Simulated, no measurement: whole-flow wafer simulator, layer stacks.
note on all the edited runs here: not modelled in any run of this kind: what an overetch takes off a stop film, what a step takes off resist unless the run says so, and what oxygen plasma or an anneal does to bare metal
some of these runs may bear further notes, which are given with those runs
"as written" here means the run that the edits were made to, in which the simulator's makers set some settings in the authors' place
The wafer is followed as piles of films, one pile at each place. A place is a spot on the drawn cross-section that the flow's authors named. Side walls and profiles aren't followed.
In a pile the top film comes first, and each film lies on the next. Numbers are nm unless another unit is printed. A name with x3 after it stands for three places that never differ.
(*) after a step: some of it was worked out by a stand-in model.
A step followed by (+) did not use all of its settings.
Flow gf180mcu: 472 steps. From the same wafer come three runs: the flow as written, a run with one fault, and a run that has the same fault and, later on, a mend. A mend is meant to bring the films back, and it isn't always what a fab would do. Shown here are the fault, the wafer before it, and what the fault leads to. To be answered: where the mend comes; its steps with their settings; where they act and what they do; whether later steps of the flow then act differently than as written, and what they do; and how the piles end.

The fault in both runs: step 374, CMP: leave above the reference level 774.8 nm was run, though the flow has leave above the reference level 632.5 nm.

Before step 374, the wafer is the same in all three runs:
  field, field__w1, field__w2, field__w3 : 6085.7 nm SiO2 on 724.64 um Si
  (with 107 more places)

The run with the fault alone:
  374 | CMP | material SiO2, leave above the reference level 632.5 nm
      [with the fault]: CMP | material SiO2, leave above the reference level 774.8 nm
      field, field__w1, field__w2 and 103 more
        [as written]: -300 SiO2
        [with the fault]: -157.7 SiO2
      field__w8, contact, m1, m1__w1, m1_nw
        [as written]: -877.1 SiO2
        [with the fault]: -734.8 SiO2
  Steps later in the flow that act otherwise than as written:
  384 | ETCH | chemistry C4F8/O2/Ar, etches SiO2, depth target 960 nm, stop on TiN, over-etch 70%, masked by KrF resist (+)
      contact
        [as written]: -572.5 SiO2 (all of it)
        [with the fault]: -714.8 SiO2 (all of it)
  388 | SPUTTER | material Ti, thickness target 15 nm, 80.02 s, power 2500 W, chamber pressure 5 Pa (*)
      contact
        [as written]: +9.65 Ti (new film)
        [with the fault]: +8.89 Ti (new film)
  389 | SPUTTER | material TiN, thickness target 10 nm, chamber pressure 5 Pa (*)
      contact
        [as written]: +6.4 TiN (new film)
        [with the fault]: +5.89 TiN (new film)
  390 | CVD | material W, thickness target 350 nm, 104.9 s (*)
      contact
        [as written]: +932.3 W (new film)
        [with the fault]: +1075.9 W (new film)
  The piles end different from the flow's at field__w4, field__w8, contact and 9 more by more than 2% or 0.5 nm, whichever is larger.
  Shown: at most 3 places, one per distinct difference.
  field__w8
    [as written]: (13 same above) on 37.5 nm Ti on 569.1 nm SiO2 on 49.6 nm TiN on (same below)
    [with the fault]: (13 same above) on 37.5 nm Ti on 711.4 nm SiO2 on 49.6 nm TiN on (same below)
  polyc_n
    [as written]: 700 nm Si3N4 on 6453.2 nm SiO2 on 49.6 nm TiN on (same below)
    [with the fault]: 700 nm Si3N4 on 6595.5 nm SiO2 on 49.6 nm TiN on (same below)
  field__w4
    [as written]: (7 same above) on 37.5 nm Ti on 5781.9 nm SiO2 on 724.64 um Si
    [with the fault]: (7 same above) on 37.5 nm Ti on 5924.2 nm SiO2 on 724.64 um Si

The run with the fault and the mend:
  After step 382 comes the mend.
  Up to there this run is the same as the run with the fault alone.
  382a | STRIP | chemistry O2/N2, power 2160 W, pressure 1700 mTorr (*)
      field, field__w1, field__w2 and 107 more
        -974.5 KrF resist (all of it), -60 anti-reflective coat (all of it)
      contact
        -60 anti-reflective coat (all of it)
  382b | CMP | material SiO2, leave above the reference level 632.5 nm (a further turn of the flow's step 374)
      field, field__w1, field__w2 and 108 more
        -142.3 SiO2
  382c | HMDS | 120 C, 60 s (a further turn of the flow's step 376)
      alters no film at any place that is followed
  382d | COAT | anti-reflective coat, thickness 60 nm, 182 C, 71 s (a further turn of the flow's step 377)
      field, field__w1, field__w2 and 108 more
        +60 anti-reflective coat (new film)
  382e | COAT | KrF resist, thickness 1000 nm (a further turn of the flow's step 378)
      field, field__w1, field__w2 and 108 more
        +1000 KrF resist (new film)
  382f | SOFTBAKE | KrF resist (a further turn of the flow's step 379)
      alters no film at any place that is followed
  382g | EXPOSE | photomask Via4 (a further turn of the flow's step 380)
      alters no film at any place that is followed
  382h | PEB | KrF resist, 135 C, 90 s (a further turn of the flow's step 381)
      field, field__w1, field__w2 and 108 more
        -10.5 KrF resist
  382i | DEVELOP | KrF resist, thickness 1000 nm, 60 s (a further turn of the flow's step 382)
      field, field__w1, field__w2 and 107 more
        -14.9 KrF resist
      contact
        -989.5 KrF resist (all of it)
  None of the later steps of the flow acts differently than as written at any place that is followed.
  By the end, the piles equal the flow's at every place that both follow.
